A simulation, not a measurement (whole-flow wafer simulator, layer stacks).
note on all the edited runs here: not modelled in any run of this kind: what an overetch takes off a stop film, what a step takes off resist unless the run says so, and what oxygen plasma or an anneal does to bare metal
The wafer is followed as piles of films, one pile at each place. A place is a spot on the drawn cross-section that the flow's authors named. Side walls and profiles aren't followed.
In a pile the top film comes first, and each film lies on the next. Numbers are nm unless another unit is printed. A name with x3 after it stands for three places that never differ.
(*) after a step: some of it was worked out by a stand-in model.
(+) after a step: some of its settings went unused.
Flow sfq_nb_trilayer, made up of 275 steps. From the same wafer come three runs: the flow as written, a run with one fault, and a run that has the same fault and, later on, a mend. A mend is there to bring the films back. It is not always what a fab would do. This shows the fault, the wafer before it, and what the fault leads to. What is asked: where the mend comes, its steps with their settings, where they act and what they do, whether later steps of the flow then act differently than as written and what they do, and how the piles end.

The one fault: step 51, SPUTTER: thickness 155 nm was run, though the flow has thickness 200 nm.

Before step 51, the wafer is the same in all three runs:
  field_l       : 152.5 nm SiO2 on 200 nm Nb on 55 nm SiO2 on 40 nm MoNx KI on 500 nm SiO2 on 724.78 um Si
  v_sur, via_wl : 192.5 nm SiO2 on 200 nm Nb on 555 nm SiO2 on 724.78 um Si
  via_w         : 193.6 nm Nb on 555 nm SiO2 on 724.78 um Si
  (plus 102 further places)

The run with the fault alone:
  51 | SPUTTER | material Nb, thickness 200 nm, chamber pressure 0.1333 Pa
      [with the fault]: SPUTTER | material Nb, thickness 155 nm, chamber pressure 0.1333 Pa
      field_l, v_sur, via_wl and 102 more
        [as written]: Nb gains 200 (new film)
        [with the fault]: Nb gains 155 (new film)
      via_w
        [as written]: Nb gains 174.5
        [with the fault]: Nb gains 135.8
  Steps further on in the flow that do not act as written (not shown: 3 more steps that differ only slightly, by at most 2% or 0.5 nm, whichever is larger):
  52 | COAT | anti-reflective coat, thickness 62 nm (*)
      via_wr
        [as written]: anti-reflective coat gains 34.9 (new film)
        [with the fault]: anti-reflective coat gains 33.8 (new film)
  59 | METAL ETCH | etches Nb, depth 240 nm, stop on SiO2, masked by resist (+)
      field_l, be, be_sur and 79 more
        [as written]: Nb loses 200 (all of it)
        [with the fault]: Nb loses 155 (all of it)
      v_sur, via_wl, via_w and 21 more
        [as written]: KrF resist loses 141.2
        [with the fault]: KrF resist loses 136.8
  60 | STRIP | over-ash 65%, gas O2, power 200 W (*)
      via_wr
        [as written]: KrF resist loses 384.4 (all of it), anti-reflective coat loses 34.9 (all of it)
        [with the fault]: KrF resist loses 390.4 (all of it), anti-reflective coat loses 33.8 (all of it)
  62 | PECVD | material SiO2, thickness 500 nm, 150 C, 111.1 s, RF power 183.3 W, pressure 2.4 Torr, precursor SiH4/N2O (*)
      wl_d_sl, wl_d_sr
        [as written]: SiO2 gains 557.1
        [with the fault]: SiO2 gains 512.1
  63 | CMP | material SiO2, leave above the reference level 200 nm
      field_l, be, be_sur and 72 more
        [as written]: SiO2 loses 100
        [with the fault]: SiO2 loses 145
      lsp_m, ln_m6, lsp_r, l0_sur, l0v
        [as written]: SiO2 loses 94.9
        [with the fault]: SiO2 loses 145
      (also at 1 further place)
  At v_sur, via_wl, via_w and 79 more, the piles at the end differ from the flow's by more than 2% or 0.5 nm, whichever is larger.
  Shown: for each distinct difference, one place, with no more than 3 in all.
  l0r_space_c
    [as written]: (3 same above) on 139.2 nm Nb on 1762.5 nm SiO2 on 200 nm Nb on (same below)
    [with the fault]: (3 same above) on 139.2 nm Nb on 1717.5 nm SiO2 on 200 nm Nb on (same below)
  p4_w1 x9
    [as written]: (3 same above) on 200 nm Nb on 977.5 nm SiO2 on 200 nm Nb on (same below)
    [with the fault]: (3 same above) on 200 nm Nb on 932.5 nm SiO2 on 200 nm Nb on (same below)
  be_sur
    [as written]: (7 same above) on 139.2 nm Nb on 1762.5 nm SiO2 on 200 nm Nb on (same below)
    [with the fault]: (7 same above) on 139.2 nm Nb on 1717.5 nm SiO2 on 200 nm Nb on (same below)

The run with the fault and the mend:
  The mend follows step 51.
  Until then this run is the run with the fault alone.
  51a | SPUTTER | material Nb, thickness 45 nm, chamber pressure 0.1333 Pa (the flow's step 51, run once more with other settings)
      field_l, v_sur, via_wl and 102 more
        Nb gains 45
      via_w
        Nb gains 35.1
  Every later step of the flow that is run acts as written, at every place that is followed, to within 2% or 0.5 nm, whichever is larger.
  The piles end only slightly different from the flow's at the places that both follow, by no more than 2% or 0.5 nm, whichever is larger.
